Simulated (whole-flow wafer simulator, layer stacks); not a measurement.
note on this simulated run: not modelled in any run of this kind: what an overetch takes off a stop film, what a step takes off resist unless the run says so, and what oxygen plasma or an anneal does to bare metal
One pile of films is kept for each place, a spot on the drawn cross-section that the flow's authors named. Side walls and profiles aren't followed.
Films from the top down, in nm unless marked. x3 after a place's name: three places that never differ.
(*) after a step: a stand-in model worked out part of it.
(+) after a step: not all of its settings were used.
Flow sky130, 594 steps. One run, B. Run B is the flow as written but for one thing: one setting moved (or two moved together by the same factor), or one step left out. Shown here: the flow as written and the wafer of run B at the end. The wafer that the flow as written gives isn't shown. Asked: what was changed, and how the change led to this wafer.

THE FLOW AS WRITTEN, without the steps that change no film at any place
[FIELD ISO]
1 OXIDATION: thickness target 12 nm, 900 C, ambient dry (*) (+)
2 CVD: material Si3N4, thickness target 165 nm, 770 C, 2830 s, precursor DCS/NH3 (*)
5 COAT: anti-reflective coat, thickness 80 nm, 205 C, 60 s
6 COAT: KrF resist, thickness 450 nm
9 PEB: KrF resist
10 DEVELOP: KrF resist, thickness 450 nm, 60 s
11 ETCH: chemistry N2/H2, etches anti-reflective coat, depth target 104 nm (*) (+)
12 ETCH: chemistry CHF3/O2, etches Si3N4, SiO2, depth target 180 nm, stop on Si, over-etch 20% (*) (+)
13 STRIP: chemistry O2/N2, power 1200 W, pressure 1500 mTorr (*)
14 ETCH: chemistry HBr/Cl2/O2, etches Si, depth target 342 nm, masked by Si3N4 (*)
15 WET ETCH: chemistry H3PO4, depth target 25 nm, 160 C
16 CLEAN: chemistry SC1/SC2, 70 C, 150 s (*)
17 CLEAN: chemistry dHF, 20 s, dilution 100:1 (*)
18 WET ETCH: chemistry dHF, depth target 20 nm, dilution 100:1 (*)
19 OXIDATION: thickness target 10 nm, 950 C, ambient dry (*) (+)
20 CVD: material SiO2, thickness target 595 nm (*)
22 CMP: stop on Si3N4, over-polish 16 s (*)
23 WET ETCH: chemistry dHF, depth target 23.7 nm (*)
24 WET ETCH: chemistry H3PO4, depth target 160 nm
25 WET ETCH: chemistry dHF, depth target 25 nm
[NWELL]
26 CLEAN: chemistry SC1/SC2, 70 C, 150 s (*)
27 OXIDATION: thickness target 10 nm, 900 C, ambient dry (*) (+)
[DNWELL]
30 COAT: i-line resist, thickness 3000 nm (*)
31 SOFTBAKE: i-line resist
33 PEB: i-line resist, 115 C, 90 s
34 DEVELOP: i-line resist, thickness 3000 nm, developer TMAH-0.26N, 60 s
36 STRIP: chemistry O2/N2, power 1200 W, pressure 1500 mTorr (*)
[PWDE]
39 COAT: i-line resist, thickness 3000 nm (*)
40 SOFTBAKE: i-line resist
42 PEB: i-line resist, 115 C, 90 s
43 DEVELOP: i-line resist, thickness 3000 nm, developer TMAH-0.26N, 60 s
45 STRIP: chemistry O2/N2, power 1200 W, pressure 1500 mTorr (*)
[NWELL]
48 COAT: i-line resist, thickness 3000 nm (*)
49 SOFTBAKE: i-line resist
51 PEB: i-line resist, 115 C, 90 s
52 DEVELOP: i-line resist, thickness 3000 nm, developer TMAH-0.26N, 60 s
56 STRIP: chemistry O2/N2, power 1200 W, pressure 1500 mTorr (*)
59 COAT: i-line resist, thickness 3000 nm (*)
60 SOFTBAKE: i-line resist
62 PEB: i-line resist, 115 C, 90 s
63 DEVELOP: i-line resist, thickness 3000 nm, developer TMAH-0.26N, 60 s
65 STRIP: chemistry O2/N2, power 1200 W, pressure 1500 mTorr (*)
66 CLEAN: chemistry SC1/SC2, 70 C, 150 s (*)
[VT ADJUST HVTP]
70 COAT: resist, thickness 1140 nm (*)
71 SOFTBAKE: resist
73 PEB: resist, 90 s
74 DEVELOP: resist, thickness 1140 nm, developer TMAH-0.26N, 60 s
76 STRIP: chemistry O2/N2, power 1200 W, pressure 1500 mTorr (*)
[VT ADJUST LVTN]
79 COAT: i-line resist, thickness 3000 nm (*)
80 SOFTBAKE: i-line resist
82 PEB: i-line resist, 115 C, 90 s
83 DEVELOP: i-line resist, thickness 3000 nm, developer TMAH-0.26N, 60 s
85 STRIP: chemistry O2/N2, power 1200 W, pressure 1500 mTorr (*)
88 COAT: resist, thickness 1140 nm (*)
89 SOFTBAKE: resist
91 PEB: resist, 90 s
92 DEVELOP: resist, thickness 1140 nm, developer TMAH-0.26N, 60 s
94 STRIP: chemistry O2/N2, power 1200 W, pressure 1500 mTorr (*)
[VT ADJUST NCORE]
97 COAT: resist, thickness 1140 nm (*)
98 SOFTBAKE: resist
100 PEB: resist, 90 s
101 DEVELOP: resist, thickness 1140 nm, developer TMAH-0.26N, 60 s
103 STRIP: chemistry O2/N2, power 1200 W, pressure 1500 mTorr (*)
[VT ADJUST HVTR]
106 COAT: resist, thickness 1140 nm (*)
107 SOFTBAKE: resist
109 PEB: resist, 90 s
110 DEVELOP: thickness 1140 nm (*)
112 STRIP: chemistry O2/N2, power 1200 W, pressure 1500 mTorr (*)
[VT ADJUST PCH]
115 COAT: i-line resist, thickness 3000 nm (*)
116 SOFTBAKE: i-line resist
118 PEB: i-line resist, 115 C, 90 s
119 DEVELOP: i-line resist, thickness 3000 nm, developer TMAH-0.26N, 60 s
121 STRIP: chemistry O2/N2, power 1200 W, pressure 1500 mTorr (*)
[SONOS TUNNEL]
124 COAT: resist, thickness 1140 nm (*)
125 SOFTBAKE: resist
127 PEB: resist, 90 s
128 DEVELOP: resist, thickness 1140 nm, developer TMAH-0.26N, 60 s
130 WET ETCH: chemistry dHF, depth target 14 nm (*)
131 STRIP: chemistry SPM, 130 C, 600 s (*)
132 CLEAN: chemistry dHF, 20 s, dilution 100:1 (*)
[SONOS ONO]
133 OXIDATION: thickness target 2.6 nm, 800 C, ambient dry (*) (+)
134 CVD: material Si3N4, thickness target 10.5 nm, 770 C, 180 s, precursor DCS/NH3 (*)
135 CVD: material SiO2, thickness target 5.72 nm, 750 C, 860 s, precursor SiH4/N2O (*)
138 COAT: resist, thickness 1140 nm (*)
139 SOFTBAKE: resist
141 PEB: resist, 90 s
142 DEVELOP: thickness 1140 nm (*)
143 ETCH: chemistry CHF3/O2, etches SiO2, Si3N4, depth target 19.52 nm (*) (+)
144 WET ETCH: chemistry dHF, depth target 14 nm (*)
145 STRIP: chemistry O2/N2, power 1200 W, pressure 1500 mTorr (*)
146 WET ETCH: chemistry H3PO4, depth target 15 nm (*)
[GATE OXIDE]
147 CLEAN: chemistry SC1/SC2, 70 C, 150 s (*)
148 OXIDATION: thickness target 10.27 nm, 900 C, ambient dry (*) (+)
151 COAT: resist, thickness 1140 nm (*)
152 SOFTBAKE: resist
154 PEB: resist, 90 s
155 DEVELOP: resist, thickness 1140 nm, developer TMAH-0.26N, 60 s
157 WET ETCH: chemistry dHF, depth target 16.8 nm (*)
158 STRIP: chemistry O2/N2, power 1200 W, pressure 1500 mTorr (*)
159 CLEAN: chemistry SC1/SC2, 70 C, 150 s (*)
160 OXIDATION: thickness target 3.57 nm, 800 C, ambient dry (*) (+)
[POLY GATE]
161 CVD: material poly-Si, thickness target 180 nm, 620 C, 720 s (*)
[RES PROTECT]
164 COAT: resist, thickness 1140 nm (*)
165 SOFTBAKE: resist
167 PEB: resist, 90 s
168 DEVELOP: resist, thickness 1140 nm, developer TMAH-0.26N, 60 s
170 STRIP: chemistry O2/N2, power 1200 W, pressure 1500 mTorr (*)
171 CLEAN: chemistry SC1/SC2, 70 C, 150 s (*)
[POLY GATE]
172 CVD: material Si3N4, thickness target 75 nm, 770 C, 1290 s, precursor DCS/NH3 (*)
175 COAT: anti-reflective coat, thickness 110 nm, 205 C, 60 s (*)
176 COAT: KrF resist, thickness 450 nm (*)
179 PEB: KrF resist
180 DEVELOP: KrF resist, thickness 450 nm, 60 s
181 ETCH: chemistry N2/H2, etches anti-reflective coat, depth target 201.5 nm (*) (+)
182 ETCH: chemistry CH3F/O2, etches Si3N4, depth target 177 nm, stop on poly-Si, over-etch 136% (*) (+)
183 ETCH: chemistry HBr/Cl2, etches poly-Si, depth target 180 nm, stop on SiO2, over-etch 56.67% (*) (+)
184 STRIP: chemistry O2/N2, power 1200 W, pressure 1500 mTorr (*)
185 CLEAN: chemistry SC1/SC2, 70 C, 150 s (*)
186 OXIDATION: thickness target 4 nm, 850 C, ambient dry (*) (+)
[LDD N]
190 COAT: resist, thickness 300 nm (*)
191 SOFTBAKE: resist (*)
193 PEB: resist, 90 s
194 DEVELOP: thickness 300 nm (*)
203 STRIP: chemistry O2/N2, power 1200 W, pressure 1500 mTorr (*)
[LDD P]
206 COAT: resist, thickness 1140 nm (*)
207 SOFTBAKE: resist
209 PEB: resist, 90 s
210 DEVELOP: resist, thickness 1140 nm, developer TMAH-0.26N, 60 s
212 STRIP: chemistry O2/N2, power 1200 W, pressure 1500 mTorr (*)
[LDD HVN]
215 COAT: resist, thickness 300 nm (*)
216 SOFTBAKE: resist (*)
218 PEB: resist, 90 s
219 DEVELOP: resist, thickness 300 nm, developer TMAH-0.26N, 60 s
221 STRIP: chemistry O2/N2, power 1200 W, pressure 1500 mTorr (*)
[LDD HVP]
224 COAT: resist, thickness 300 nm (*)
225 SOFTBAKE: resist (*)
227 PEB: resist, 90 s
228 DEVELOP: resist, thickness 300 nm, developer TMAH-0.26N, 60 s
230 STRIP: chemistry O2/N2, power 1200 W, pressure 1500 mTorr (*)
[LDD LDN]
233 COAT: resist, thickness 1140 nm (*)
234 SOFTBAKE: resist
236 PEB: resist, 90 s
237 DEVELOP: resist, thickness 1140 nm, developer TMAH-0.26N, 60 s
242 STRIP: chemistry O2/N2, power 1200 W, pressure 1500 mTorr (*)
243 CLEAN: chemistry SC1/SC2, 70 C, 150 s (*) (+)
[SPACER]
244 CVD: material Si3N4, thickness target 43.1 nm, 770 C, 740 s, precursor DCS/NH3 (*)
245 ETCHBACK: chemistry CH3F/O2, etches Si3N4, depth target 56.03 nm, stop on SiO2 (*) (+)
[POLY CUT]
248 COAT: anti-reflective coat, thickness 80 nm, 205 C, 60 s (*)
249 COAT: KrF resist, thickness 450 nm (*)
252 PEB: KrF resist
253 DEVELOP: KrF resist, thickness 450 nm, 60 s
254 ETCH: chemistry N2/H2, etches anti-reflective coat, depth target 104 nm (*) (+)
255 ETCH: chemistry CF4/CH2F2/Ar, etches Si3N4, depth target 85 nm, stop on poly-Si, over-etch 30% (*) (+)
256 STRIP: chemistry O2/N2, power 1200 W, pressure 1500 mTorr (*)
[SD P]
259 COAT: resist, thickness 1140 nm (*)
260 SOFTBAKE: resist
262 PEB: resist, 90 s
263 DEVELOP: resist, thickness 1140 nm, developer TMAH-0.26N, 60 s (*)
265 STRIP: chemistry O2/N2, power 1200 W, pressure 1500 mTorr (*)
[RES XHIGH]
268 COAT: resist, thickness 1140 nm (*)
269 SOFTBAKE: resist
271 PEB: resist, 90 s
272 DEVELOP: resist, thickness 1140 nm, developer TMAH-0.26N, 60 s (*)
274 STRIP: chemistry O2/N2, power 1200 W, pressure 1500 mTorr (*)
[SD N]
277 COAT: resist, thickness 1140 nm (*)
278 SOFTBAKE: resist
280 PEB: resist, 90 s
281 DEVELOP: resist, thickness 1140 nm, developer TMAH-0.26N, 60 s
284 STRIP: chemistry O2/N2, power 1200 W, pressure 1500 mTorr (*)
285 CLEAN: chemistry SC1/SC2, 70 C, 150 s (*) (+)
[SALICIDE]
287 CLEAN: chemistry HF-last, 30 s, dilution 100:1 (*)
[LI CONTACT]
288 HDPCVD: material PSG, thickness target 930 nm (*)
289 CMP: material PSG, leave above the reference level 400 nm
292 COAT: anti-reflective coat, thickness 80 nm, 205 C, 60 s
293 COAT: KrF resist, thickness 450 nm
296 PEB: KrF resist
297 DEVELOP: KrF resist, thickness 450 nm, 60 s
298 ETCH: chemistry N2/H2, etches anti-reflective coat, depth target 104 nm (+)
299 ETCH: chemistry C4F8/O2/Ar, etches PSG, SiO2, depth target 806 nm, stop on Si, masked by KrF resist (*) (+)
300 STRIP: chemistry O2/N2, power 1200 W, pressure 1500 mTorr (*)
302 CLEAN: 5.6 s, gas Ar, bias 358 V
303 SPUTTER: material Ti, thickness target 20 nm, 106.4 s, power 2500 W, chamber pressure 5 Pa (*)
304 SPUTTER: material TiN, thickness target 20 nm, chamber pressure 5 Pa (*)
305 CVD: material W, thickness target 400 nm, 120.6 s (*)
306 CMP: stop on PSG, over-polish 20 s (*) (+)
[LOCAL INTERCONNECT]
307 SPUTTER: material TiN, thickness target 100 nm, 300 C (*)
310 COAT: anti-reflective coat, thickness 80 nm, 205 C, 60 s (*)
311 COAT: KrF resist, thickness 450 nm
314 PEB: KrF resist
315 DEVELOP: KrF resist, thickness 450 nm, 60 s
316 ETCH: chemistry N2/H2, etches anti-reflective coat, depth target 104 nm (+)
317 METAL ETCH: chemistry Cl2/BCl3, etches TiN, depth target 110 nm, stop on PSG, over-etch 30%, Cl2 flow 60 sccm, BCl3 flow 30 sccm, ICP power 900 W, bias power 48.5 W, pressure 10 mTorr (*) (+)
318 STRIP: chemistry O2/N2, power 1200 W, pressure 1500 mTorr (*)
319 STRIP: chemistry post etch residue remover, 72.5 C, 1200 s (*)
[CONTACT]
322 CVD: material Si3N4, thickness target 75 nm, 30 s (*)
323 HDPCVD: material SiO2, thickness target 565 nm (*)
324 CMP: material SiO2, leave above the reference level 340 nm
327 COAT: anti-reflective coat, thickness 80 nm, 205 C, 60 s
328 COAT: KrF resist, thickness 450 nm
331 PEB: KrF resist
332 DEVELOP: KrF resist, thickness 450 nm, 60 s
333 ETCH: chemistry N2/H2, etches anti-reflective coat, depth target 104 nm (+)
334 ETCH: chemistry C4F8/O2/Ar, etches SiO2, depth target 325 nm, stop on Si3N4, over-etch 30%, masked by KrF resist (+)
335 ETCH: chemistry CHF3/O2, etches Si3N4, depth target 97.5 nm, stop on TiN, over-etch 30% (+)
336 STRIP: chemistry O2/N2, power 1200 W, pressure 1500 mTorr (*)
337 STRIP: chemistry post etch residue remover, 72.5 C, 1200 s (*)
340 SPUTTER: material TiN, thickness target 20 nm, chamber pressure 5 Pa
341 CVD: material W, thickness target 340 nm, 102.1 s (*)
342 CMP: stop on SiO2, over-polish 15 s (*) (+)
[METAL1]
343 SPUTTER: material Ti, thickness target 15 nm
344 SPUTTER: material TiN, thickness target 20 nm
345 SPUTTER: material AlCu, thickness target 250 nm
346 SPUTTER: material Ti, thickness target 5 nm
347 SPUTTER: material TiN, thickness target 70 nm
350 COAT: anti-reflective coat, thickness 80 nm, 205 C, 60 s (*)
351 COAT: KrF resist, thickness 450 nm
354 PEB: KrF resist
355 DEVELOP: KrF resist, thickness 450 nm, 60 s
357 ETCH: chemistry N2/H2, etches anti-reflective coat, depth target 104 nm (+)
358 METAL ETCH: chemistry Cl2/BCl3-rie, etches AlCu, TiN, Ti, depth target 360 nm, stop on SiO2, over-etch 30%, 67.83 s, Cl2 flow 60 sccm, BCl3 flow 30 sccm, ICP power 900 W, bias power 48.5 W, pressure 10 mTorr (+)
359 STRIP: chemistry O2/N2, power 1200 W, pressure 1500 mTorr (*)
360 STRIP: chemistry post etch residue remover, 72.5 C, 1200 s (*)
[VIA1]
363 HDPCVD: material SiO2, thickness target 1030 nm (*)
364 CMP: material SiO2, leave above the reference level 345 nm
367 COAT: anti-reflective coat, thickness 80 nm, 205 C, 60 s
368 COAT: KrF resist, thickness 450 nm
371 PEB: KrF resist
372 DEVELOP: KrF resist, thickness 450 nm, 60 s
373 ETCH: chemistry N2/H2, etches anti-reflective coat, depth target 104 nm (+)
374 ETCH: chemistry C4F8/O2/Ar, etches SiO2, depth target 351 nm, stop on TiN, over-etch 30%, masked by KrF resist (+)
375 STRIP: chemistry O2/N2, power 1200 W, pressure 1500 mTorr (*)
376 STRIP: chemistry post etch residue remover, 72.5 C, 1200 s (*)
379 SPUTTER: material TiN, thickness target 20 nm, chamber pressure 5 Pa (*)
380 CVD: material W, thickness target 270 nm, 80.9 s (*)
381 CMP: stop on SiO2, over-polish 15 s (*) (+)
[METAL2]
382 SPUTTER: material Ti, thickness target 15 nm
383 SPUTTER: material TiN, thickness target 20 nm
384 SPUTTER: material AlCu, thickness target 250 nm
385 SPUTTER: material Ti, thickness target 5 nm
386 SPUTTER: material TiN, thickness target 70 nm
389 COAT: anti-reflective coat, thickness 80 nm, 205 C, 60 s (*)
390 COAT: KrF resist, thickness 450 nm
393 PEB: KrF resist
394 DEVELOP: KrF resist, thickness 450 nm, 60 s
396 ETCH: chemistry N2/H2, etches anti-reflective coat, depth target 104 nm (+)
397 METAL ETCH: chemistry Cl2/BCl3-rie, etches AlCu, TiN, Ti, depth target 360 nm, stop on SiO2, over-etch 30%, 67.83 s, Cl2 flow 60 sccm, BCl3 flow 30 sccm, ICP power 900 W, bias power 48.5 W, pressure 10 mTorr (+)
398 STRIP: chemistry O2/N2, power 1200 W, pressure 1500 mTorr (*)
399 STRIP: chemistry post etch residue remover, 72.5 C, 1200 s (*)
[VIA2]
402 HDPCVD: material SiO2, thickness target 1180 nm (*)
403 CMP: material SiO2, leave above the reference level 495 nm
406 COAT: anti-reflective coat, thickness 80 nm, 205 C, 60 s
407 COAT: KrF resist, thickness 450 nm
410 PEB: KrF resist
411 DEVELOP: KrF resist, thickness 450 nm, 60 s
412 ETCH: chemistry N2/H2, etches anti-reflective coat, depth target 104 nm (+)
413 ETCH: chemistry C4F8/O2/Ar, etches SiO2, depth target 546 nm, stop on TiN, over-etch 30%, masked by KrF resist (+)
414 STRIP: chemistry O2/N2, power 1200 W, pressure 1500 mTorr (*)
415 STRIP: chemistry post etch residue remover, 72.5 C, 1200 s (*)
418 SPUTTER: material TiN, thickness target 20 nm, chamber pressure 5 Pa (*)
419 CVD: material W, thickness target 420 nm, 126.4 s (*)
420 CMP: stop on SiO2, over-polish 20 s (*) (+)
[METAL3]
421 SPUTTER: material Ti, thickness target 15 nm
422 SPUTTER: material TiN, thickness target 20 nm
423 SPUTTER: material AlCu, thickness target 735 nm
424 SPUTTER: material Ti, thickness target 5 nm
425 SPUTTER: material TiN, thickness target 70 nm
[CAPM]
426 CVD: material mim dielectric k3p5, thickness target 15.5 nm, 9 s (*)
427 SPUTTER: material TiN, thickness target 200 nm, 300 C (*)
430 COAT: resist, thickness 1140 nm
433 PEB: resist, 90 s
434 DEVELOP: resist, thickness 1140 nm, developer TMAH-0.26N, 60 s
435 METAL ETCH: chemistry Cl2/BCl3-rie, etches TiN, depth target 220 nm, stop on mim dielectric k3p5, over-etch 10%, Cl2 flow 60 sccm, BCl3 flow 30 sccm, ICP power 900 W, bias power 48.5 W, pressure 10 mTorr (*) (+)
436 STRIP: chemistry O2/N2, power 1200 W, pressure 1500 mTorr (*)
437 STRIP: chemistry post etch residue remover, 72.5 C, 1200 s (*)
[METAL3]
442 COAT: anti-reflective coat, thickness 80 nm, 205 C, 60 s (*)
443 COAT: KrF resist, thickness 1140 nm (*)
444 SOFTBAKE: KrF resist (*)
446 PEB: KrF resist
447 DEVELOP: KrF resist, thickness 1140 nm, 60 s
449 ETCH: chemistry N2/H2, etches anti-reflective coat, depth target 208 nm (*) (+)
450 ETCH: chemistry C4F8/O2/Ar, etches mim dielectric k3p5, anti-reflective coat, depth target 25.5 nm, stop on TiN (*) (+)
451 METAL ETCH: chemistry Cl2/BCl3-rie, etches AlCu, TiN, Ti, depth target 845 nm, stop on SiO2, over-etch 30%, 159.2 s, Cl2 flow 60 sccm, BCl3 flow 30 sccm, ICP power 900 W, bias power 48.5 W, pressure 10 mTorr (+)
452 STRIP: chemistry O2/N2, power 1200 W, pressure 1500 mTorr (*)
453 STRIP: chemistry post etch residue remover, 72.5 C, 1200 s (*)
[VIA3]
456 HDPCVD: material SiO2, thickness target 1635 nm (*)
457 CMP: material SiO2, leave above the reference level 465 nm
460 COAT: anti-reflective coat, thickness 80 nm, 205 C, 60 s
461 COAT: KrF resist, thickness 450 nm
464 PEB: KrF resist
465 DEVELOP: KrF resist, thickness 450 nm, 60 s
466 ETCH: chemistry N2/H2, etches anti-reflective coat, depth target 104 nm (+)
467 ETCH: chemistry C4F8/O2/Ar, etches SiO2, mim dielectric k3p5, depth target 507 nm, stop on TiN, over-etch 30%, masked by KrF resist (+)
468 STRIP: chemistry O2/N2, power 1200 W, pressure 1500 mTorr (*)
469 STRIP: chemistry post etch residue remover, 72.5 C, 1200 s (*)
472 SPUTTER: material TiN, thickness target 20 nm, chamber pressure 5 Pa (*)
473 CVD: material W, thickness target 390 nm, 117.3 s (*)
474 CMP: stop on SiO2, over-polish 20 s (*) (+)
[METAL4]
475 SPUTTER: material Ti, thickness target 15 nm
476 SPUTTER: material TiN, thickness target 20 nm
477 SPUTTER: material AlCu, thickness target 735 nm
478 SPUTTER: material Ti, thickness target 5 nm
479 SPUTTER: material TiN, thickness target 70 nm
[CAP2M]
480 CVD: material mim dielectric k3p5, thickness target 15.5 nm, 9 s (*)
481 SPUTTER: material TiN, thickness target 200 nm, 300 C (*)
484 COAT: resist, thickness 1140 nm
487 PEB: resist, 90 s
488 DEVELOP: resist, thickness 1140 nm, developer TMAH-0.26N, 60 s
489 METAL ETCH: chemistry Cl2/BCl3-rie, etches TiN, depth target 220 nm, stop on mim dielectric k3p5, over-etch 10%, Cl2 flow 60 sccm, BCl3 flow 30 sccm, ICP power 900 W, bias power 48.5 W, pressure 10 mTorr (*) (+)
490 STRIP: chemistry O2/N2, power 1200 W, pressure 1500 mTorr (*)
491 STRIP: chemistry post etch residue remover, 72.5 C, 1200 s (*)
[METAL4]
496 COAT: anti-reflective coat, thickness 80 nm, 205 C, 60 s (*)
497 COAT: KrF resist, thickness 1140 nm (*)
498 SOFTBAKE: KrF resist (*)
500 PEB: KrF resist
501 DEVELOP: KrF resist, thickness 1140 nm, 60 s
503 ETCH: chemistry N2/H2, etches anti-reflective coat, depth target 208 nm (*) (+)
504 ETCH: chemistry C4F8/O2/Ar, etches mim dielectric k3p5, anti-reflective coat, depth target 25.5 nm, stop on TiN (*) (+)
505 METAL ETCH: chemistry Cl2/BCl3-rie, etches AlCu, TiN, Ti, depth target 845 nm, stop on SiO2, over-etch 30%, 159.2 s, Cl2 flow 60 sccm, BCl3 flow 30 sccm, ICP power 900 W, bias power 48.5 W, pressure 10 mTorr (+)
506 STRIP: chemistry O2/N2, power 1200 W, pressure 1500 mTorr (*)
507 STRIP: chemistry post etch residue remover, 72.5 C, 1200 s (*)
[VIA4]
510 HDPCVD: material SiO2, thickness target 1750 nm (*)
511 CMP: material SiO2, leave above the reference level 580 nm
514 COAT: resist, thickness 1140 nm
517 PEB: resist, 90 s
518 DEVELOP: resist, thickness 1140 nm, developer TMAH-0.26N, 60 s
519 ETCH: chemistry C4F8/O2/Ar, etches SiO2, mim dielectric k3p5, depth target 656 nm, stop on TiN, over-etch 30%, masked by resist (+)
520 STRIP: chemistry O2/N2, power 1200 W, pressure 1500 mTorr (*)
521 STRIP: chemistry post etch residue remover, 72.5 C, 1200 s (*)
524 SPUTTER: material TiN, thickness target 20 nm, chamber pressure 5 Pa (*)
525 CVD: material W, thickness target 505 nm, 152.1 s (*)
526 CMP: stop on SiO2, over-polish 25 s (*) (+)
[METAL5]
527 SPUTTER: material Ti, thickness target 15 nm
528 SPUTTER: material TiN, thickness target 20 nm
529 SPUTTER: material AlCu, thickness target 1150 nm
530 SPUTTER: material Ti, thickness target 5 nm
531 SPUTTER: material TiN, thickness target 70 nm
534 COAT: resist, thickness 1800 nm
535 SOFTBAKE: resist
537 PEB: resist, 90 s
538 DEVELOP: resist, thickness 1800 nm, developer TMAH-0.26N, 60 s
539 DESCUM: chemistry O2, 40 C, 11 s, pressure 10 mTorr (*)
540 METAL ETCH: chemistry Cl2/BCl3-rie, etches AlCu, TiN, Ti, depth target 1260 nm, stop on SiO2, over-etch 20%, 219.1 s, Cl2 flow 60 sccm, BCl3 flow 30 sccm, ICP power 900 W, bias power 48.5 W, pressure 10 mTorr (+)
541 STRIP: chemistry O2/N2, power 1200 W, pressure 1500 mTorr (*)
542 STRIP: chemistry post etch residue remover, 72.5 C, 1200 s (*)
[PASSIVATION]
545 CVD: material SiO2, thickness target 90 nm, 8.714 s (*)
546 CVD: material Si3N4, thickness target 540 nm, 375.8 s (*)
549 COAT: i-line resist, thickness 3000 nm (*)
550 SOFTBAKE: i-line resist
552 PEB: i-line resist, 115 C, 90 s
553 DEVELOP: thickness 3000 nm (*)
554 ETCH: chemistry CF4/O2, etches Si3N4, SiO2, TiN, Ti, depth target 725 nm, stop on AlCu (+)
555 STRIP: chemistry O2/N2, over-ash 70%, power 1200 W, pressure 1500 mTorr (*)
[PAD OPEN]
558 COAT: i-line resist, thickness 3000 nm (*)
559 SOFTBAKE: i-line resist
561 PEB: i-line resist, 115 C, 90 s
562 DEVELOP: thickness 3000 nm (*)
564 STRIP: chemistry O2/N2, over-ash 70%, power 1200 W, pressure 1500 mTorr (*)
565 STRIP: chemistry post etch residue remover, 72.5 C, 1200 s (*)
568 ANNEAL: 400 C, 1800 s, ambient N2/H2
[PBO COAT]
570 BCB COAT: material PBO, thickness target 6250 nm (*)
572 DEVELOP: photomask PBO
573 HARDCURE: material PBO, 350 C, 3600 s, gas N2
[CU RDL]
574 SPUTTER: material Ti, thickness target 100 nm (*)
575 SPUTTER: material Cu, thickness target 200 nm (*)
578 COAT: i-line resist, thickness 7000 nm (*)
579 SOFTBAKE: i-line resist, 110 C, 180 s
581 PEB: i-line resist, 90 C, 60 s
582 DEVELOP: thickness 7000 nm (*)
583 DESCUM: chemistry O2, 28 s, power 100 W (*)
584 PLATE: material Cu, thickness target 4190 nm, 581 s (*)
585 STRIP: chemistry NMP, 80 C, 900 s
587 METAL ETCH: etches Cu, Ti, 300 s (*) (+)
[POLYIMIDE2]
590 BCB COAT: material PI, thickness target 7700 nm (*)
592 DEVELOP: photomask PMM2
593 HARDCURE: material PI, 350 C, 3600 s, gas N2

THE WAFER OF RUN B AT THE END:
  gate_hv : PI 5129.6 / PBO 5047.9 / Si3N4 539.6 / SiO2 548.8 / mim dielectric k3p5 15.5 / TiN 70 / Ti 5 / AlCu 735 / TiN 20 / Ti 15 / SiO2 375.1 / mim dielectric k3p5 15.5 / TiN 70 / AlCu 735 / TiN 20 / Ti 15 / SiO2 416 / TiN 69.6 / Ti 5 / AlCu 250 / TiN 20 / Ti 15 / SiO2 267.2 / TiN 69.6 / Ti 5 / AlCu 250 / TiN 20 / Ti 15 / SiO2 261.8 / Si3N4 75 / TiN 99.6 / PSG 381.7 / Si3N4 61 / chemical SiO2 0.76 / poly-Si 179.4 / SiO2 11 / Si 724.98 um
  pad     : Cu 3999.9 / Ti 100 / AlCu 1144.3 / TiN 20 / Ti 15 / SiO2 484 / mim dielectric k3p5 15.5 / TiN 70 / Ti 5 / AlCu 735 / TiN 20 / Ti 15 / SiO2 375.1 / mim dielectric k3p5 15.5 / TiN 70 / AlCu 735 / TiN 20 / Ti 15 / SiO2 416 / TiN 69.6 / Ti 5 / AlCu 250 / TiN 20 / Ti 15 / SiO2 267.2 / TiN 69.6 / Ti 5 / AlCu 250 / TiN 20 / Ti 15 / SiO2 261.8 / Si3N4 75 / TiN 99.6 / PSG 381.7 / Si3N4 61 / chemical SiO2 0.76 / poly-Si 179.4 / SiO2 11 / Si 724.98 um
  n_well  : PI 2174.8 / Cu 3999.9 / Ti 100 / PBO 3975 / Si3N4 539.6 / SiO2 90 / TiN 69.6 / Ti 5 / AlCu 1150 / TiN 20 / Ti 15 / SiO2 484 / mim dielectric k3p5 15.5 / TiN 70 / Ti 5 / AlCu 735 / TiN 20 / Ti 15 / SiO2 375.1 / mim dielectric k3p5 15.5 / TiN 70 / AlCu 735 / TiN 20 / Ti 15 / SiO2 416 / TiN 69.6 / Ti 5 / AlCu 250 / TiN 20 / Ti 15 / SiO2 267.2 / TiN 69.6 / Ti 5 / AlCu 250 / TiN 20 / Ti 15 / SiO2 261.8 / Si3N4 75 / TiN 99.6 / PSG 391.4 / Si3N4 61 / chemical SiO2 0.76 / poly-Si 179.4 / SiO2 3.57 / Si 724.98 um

The cause: step 424, SPUTTER: material Ti, thickness target 5 nm, was left out.

How the change led to this, step by step:
  451 METAL ETCH: chemistry Cl2/BCl3-rie, etches AlCu, TiN, Ti, depth target 845 nm, stop on SiO2, over-etch 30%, 159.2 s, Cl2 flow 60 sccm, BCl3 flow 30 sccm, ICP power 900 W, bias power 48.5 W, pressure 10 mTorr (+)
      field, active, gate and 69 more: TiN -70 (all of it), AlCu -735 (all of it), TiN -20 (all of it), Ti -15 (all of it), SiO2 -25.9 (as written it would be: TiN -70 (all of it), Ti -5 (all of it), AlCu -735 (all of it), TiN -20 (all of it), Ti -15 (all of it), SiO2 -25.4)
      vpp_ln, vpp_iso2, ndiff_ln and 10 more: TiN -70 (all of it), AlCu -735 (all of it), TiN -20 (all of it), Ti -15 (all of it), SiO2 -25.8 (as written it would be: TiN -70 (all of it), Ti -5 (all of it), AlCu -735 (all of it), TiN -20 (all of it), Ti -15 (all of it), SiO2 -25.3)
